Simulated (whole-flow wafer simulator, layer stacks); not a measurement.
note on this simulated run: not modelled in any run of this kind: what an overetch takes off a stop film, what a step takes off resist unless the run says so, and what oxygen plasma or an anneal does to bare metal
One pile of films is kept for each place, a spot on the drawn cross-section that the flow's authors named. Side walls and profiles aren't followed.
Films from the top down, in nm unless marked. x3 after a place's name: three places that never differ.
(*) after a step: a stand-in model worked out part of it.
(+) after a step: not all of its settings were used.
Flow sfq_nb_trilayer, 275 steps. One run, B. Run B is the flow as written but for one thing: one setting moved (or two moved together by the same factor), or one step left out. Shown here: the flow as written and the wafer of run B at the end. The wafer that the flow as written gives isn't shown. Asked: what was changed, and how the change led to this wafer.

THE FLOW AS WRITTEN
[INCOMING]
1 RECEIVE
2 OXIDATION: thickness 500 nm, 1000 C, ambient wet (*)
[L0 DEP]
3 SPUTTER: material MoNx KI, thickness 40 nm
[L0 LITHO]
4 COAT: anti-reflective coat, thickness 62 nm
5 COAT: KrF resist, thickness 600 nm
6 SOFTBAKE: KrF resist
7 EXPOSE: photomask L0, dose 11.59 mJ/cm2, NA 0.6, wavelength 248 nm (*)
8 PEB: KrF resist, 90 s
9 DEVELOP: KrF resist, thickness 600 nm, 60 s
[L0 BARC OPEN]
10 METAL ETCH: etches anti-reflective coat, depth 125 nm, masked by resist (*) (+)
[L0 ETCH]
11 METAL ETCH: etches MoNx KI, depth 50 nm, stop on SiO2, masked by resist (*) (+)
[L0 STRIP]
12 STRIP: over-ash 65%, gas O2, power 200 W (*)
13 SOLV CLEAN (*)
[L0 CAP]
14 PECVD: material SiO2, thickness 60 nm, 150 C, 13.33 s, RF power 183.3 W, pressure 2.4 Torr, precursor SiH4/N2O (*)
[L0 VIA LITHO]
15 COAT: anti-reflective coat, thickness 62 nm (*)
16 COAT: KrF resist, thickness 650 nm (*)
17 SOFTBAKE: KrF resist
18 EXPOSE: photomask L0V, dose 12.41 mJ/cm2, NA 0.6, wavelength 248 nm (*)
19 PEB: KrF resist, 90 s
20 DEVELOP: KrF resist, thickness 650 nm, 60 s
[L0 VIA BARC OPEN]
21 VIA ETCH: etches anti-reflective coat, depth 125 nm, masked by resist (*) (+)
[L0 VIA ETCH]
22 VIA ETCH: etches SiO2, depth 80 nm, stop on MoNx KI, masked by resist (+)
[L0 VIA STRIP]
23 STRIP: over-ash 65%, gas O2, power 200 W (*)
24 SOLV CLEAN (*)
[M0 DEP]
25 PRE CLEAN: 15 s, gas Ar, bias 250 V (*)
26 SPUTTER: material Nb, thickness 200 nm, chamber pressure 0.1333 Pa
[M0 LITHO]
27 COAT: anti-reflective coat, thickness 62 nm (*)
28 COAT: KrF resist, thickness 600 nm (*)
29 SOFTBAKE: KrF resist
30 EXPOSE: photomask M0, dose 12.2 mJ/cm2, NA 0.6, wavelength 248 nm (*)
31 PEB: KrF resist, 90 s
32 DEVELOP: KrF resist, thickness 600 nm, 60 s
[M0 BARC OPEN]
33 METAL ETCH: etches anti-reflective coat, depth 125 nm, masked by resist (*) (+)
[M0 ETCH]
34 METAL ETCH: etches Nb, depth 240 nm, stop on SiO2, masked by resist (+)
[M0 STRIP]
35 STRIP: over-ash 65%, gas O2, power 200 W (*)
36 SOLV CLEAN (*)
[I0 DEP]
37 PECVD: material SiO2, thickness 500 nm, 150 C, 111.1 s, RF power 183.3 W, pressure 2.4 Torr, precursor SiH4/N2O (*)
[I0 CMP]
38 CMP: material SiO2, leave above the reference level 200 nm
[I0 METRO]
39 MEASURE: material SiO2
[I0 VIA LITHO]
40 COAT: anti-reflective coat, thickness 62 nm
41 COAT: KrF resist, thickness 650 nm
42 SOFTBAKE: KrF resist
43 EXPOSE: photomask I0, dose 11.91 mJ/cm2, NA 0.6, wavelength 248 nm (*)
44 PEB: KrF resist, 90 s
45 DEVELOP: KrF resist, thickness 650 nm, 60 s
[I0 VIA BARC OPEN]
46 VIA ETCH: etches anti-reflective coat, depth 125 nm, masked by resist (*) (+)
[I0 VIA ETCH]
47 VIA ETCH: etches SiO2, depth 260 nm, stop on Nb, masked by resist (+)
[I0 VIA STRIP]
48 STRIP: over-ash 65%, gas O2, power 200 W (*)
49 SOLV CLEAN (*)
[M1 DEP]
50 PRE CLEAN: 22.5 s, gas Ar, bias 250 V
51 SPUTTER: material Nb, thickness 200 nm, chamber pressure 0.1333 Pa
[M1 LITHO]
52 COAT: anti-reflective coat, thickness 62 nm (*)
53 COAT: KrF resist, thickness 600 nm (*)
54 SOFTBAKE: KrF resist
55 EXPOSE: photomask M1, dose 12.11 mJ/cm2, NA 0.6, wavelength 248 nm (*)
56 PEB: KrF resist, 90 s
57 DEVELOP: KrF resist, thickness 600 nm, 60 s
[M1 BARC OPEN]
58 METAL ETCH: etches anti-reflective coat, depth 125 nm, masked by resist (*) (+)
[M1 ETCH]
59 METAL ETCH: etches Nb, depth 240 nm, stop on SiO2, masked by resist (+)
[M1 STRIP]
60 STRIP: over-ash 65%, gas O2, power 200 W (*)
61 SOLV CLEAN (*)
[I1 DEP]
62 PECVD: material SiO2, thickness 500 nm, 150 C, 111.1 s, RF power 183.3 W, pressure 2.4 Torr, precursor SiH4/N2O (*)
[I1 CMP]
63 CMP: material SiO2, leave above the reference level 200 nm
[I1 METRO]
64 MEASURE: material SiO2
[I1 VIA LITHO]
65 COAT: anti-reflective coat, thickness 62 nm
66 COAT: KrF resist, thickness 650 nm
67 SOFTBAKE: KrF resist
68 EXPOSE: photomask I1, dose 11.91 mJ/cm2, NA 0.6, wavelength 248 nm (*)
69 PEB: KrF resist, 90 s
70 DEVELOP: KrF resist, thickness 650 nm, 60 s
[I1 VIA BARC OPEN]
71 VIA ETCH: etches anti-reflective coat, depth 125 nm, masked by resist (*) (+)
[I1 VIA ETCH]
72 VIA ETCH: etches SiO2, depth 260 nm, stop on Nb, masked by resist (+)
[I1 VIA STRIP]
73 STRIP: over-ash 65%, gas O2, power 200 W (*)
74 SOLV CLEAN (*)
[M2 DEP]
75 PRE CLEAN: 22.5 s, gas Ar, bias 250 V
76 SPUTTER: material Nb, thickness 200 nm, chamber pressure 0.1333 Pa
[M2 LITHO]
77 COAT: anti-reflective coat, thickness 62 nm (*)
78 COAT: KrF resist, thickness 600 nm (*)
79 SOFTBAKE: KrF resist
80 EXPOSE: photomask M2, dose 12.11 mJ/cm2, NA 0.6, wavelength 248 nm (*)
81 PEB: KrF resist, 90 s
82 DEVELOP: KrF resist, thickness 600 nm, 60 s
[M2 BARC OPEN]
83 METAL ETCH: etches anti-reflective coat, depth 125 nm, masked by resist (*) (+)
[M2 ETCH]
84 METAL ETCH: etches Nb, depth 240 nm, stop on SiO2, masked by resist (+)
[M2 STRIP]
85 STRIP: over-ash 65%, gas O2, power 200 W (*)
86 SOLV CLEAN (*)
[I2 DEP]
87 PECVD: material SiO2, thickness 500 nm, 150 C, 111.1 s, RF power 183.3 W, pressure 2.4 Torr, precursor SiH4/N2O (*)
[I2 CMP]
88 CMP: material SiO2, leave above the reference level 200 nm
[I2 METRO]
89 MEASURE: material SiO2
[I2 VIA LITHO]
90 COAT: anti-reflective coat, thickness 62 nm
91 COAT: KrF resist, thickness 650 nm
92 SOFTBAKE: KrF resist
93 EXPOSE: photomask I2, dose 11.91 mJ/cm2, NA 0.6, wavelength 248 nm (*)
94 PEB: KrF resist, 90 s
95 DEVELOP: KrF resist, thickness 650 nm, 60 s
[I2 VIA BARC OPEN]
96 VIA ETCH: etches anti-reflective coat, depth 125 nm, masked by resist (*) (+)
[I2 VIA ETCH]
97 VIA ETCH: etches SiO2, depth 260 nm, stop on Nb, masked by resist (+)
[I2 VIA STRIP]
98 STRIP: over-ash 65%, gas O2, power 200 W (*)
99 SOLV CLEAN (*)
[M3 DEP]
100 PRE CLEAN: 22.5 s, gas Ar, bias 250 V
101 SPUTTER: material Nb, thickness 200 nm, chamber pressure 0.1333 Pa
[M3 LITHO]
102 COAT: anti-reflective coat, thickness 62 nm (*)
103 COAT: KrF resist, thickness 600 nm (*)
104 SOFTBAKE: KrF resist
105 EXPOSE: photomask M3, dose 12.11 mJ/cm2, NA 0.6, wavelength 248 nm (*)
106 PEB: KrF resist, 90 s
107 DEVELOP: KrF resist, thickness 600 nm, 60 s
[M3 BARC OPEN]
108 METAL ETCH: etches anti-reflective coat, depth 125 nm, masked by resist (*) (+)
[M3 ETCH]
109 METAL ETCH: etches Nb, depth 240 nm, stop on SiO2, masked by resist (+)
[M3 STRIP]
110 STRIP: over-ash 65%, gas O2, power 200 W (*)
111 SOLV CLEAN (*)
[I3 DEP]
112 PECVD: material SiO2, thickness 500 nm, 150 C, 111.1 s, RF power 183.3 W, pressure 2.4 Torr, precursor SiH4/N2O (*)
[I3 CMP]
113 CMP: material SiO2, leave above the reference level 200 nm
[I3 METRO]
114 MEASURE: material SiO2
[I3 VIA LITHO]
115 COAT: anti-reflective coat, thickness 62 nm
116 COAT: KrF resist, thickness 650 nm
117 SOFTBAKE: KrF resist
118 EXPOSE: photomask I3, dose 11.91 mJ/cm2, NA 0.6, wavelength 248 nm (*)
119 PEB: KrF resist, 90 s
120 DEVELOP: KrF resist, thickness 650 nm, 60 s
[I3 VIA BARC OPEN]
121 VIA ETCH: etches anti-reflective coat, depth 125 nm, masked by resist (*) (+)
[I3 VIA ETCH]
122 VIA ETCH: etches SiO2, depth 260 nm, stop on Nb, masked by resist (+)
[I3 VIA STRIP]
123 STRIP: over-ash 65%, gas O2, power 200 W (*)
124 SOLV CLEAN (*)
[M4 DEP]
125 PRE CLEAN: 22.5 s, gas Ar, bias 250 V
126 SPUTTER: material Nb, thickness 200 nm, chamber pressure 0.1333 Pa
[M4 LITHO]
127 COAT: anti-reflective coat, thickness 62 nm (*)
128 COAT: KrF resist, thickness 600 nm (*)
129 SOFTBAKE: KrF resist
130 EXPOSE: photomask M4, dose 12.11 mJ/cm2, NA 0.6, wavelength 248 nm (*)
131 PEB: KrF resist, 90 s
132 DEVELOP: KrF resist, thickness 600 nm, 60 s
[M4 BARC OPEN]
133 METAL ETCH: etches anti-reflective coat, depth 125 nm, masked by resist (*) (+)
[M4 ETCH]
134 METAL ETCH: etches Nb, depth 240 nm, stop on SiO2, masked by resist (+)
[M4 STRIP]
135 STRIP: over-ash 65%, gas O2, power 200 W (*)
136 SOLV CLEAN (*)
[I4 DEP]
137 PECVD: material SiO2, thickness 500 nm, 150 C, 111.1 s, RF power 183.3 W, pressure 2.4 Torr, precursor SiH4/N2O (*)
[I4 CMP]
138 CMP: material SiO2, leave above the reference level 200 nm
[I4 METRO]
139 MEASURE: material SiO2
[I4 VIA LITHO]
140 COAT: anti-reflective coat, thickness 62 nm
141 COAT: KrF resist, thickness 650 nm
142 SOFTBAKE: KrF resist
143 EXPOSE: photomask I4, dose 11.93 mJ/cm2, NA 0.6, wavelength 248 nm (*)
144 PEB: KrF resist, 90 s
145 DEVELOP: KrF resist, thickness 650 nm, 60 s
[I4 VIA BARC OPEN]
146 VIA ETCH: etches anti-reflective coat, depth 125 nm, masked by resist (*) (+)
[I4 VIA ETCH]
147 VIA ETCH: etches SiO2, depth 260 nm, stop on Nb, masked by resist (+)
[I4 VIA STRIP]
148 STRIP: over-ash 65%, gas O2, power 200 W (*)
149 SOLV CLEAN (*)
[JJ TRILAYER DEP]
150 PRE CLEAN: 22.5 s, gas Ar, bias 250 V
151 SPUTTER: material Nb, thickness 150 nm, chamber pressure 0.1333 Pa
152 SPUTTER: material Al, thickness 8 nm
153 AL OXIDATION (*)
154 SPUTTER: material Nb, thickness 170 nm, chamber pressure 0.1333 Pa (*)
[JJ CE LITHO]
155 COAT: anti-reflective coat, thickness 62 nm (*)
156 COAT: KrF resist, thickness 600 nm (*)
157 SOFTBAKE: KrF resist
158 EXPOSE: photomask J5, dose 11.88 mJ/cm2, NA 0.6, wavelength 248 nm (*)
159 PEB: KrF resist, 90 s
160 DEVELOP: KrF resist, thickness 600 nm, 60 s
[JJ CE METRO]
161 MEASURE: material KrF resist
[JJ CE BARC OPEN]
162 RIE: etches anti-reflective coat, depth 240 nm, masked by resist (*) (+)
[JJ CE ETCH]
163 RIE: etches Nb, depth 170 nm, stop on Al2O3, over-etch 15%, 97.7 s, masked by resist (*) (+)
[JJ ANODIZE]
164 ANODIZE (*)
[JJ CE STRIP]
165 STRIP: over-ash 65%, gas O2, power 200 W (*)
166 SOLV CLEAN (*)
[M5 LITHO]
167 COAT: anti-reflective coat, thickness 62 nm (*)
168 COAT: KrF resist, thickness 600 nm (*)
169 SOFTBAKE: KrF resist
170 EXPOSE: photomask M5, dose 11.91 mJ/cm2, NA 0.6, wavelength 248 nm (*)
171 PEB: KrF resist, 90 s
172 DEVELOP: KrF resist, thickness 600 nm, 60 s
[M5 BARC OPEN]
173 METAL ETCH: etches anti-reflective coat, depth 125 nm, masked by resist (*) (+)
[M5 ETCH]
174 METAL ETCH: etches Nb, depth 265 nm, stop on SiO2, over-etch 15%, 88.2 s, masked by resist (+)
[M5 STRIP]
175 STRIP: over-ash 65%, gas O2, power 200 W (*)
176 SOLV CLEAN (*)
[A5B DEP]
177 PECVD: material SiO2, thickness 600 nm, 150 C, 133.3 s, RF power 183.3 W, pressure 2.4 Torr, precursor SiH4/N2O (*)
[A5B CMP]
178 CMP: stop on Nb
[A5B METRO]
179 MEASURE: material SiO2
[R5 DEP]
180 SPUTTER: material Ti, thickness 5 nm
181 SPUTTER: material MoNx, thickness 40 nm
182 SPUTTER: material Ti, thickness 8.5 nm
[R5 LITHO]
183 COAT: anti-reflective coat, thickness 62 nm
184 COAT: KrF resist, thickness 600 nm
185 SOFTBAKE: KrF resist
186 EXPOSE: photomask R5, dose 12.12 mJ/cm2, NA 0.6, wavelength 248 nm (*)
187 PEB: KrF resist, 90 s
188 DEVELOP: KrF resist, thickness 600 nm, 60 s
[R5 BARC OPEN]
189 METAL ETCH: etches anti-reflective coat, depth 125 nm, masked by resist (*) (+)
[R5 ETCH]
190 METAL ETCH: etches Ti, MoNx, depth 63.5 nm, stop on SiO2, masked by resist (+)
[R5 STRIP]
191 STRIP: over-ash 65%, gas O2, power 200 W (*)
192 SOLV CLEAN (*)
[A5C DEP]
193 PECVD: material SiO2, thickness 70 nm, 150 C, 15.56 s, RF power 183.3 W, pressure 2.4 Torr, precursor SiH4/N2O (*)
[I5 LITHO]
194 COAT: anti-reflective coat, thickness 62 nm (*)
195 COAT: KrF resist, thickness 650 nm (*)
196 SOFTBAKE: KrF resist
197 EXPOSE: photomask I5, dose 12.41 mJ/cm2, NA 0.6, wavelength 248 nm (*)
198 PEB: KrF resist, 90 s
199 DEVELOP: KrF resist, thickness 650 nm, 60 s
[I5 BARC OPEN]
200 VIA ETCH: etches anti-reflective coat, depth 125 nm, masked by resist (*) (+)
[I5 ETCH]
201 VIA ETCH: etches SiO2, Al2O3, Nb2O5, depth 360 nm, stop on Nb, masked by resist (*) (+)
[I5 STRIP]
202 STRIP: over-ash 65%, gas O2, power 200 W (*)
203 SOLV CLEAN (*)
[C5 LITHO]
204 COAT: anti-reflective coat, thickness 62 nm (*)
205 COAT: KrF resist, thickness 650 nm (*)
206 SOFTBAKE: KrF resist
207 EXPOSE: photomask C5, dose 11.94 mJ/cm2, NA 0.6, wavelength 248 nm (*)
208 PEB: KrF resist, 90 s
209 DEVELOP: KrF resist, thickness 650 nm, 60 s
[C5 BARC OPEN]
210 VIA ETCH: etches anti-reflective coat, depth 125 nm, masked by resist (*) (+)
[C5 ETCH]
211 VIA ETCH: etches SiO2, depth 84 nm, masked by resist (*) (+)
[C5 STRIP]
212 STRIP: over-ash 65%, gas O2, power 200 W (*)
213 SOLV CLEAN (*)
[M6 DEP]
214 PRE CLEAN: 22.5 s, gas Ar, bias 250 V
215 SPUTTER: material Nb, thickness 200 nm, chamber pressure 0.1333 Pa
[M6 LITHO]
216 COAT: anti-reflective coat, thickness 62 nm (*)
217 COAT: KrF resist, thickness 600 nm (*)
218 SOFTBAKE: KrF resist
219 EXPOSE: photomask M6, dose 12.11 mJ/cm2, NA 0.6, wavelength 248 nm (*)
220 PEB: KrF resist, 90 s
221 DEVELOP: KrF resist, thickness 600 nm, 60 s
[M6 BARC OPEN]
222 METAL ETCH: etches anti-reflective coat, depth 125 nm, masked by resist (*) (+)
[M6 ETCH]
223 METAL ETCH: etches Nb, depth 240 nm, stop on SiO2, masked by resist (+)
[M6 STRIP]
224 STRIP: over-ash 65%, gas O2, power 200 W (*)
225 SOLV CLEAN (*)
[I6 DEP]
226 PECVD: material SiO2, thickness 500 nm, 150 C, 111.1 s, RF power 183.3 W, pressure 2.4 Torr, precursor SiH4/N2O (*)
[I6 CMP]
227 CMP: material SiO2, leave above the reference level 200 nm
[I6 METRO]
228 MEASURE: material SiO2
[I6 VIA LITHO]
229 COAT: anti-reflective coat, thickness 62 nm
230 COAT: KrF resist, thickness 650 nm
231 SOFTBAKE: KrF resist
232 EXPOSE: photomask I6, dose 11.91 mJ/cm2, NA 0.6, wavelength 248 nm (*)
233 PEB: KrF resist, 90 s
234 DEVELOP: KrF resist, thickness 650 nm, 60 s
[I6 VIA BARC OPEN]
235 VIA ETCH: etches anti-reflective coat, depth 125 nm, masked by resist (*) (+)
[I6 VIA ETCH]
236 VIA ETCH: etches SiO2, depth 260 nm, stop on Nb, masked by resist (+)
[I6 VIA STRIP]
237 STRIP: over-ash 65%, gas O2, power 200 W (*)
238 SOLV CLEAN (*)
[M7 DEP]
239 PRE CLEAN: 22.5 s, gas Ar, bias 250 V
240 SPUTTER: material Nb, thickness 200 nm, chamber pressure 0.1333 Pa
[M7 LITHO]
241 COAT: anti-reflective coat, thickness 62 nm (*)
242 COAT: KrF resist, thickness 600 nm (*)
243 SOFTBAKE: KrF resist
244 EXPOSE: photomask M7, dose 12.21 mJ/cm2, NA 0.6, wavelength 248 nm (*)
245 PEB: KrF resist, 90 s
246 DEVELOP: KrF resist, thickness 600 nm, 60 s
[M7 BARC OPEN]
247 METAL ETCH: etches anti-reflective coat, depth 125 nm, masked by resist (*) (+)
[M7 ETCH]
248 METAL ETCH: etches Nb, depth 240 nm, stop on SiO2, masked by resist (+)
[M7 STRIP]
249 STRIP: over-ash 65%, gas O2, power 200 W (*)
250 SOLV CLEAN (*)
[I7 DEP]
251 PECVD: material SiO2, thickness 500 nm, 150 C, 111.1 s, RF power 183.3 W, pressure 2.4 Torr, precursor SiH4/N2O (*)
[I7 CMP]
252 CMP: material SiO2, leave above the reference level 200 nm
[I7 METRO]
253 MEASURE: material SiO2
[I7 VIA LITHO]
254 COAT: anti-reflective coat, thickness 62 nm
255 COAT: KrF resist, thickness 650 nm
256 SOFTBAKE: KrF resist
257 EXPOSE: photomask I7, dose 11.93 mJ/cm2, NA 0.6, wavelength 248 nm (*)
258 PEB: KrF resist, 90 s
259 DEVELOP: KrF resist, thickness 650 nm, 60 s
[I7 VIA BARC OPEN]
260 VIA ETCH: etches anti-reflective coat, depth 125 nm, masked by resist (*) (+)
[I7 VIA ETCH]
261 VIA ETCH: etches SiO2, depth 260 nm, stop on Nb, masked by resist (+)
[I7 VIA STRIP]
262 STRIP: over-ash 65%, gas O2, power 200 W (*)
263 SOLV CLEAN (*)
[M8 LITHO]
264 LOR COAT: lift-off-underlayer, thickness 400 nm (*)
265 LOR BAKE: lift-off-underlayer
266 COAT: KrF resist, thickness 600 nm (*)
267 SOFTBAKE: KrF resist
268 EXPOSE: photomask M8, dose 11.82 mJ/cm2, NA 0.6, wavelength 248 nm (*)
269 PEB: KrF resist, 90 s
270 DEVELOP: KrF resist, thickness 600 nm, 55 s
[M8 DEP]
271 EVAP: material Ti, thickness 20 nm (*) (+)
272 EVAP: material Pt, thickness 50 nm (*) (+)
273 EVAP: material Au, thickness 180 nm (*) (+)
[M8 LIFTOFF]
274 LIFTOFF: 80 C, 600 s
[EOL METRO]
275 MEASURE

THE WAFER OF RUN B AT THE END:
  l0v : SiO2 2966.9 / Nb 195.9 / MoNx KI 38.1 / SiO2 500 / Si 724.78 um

The cause: step 22, VIA ETCH: depth 57.83 nm was run, where the flow has depth 80 nm.

How the change led to this, step by step:
  22 VIA ETCH: etches SiO2, depth 80 nm, stop on MoNx KI, masked by resist (+)
      l0v: SiO2 -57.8 (as written it would be: SiO2 -59.8 (all of it))
      field_l, v_sur, via_wl and 102 more: KrF resist -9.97 (as written it would be: KrF resist -13.8)
  25 PRE CLEAN: 15 s, gas Ar, bias 250 V (*)
      l0v: SiO2 -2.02 (all of it), MoNx KI -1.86 (as written it would be: MoNx KI -2.91)
